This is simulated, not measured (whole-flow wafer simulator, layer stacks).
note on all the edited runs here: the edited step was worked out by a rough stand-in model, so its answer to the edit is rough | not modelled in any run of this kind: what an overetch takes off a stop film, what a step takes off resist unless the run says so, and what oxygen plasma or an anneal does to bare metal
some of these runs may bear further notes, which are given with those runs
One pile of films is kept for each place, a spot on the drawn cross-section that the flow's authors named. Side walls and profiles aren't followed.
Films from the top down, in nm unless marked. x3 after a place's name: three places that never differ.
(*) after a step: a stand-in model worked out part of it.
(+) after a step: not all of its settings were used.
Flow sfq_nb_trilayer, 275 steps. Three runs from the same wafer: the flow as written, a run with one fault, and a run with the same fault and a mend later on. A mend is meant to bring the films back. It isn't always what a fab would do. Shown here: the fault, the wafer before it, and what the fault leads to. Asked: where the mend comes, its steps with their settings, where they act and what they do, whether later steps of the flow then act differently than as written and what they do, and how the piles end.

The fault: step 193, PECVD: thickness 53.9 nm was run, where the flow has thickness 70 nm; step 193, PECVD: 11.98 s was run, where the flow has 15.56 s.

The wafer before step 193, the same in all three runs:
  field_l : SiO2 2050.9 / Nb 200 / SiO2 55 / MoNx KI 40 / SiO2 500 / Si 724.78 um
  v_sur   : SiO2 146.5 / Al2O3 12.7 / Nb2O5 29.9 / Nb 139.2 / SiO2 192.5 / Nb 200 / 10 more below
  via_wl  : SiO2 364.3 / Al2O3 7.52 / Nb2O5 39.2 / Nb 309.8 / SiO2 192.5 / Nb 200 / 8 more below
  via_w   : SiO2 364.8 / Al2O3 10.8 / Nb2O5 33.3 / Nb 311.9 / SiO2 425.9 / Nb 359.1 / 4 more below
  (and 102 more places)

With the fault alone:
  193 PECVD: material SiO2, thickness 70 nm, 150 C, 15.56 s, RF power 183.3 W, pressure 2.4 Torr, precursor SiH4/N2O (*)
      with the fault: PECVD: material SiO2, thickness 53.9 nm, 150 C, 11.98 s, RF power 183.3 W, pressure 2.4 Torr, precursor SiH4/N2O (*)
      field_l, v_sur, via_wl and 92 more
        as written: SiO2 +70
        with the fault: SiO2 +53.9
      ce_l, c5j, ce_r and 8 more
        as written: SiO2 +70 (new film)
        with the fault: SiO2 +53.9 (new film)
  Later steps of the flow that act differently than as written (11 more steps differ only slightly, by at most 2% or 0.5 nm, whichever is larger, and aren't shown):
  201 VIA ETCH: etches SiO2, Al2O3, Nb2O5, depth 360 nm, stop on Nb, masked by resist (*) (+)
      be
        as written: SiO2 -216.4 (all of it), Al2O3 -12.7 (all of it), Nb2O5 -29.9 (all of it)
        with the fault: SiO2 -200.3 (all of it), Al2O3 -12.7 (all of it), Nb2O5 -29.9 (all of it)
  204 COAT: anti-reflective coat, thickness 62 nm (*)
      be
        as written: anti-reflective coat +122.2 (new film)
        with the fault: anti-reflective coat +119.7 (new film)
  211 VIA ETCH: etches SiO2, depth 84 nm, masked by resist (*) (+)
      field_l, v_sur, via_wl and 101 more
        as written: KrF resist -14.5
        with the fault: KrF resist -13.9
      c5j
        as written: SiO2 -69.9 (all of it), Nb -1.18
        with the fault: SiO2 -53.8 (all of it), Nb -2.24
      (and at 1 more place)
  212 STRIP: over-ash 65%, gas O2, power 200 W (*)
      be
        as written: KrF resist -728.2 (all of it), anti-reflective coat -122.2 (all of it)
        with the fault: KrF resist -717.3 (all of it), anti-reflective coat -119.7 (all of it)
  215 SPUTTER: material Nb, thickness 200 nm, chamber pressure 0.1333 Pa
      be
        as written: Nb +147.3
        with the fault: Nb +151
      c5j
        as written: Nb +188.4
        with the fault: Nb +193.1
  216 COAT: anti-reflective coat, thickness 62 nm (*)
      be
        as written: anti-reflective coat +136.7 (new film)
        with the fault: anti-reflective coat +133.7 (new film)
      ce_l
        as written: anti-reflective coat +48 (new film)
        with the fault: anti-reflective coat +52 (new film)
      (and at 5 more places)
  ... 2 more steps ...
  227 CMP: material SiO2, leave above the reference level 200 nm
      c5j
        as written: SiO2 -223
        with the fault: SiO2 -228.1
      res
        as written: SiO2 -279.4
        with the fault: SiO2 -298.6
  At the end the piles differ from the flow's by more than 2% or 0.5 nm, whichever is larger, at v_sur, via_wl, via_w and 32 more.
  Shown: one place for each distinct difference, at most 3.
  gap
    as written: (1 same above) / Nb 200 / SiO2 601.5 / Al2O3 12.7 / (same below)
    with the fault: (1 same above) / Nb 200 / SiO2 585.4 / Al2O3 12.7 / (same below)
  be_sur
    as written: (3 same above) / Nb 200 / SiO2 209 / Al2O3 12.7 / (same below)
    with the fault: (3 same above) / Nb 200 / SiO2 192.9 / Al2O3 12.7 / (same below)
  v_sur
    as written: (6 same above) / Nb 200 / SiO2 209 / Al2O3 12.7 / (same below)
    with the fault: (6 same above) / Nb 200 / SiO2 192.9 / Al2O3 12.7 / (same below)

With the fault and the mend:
  The mend comes after step 193.
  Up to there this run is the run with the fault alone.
  193a PECVD: material SiO2, thickness 16.1 nm, 150 C, 3.578 s, RF power 183.3 W, pressure 2.4 Torr, precursor SiH4/N2O (*) (the flow's step 193 once more, with other settings)
      field_l, v_sur, via_wl and 103 more
        SiO2 +16.1
  No later step of the flow acts differently than as written, at any place that is followed, by more than 2% or 0.5 nm, whichever is larger.
  At the end the piles are the same as the flow's at every place that both follow.
